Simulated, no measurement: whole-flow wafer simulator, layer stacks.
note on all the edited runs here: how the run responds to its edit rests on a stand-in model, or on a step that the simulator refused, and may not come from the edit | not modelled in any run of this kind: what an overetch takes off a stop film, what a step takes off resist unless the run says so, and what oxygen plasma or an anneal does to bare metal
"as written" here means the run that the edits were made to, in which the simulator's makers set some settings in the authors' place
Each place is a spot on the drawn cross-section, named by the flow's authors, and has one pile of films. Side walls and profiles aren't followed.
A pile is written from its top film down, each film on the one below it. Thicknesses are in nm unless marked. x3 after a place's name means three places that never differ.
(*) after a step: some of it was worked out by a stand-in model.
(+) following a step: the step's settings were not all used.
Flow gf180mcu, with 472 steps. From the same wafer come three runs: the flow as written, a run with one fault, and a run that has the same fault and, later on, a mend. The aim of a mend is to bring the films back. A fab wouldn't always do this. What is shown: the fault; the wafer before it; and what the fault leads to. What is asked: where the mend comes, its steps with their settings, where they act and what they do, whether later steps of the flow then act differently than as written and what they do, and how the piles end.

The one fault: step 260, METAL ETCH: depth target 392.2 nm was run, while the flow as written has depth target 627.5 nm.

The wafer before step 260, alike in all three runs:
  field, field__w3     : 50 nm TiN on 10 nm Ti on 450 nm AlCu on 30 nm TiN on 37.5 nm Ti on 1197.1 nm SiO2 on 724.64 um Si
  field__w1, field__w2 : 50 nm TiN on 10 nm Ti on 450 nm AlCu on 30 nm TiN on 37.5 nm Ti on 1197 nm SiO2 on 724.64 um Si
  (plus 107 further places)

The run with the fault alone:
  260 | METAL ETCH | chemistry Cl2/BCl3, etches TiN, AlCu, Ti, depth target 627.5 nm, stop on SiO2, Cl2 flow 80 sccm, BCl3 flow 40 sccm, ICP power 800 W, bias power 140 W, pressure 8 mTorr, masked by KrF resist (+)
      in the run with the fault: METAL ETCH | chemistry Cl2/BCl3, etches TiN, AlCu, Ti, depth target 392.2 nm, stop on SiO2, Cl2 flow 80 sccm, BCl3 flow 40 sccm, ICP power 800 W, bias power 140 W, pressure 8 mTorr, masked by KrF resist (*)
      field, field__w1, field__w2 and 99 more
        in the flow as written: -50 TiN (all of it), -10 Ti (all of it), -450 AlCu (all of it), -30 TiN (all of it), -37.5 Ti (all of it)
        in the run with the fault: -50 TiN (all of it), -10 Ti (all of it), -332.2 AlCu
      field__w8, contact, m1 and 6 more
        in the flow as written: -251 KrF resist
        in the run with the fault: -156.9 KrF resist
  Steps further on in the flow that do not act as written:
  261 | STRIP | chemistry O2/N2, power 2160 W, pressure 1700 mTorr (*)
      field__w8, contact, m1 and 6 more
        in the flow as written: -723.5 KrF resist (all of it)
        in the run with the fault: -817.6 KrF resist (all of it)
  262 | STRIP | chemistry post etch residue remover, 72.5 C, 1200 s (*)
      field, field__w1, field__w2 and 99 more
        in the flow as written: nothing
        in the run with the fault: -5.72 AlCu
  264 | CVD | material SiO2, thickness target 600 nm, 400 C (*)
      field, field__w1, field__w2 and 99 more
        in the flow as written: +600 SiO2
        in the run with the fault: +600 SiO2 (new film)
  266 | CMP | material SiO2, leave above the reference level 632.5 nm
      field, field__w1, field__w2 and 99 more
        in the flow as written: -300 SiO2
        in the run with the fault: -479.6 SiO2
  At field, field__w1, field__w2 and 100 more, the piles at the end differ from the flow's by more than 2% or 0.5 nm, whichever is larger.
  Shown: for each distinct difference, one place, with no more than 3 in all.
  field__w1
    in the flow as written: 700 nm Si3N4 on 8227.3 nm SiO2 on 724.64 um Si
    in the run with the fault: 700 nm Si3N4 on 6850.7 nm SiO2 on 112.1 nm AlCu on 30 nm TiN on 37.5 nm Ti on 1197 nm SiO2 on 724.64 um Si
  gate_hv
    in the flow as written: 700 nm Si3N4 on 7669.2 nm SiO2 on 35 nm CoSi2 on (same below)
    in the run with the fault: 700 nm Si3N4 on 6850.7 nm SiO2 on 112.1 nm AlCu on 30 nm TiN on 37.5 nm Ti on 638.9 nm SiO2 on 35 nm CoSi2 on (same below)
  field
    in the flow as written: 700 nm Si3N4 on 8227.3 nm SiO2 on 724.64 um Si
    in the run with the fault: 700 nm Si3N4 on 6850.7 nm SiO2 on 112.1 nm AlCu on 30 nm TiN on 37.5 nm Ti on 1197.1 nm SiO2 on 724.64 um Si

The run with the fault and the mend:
  After step 260 comes the mend.
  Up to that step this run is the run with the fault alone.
  260a | METAL ETCH | chemistry Cl2/BCl3, etches TiN, AlCu, Ti, depth target 235.3 nm, stop on SiO2, Cl2 flow 80 sccm, BCl3 flow 40 sccm, ICP power 800 W, bias power 140 W, pressure 8 mTorr, masked by KrF resist (+) (the flow's step 260 again, with other settings)
      field, field__w1, field__w2 and 99 more
        -117.8 AlCu (all of it), -30 TiN (all of it), -37.5 Ti (all of it)
      field__w8, contact, m1 and 6 more
        -94.1 KrF resist
  Later steps of the flow that are run all act as written at every place that is followed.
  At every place that both follow, the piles at the end match the flow's.
